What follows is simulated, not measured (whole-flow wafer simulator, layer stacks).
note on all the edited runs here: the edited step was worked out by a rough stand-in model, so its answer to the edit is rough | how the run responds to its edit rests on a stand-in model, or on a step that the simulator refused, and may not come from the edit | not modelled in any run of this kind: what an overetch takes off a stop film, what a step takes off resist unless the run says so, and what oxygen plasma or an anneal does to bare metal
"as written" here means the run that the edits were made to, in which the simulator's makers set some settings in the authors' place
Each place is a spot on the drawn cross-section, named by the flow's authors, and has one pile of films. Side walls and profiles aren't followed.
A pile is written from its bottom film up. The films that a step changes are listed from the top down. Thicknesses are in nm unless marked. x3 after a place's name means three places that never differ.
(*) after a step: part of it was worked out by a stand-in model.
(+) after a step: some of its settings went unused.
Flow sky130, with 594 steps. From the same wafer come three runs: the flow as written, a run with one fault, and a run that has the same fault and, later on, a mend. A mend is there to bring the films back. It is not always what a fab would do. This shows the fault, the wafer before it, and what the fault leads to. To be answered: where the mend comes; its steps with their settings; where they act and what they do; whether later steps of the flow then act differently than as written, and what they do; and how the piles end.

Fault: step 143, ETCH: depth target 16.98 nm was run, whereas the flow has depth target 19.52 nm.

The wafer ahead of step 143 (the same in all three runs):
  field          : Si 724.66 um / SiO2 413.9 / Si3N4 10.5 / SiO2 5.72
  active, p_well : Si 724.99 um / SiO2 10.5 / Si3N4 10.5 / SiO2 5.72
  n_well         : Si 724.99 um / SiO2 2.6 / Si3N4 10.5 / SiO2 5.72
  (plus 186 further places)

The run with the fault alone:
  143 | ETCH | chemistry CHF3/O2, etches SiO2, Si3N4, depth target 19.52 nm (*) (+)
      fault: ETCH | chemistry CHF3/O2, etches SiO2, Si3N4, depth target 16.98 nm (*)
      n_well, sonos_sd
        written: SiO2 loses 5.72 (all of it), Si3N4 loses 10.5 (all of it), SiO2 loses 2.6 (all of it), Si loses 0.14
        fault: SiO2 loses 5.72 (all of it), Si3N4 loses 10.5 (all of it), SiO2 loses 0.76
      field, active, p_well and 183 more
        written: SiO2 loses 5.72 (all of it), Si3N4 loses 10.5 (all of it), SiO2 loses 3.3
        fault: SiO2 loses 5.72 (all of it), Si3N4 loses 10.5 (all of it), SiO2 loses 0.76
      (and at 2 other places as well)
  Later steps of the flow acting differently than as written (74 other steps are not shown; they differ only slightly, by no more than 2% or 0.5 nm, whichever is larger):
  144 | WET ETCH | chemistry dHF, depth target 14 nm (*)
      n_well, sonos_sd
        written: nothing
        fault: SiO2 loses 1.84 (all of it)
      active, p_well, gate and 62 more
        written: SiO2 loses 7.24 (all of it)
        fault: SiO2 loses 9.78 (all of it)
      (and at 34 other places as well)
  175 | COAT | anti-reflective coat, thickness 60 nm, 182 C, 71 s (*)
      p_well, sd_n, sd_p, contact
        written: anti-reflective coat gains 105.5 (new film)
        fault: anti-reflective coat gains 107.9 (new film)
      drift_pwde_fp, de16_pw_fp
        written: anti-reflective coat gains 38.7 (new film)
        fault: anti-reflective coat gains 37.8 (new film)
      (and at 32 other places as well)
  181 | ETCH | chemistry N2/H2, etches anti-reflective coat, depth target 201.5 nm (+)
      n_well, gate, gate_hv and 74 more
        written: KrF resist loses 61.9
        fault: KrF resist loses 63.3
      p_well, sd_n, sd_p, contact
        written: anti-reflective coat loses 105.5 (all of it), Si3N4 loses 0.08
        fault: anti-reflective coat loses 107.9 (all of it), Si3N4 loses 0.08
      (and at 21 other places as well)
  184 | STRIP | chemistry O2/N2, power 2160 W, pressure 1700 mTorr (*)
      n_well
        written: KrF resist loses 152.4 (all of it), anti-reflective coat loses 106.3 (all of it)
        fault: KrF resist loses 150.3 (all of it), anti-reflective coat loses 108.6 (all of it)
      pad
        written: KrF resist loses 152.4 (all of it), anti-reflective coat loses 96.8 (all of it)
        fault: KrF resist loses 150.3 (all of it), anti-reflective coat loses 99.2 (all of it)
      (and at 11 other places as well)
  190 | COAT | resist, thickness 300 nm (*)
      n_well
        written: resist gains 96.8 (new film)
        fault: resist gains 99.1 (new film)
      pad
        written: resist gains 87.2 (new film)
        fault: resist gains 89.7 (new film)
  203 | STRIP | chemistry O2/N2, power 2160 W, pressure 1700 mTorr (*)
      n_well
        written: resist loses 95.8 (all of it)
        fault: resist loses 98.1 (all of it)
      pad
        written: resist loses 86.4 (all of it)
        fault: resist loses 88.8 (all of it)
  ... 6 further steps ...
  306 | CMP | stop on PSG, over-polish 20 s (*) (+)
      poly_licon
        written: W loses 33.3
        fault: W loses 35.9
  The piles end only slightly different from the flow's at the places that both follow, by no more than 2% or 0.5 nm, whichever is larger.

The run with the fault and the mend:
  After step 143 comes the mend.
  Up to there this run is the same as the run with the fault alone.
  143a | ETCH | chemistry CHF3/O2, etches SiO2, Si3N4, depth target 2.538 nm (*) (+) (the flow's step 143 again, with other settings)
      field, active, p_well and 183 more
        SiO2 loses 2.54
      n_well, sonos_sd
        SiO2 loses 1.84 (all of it), Si loses 0.14
      sonos_cell, sonos_cell_x
        resist loses 2.11
  None of the later steps of the flow differs from how it acts as written, at any place that is followed, by more than 2% or 0.5 nm, whichever is larger.
  At every place that both follow, the piles at the end match the flow's.
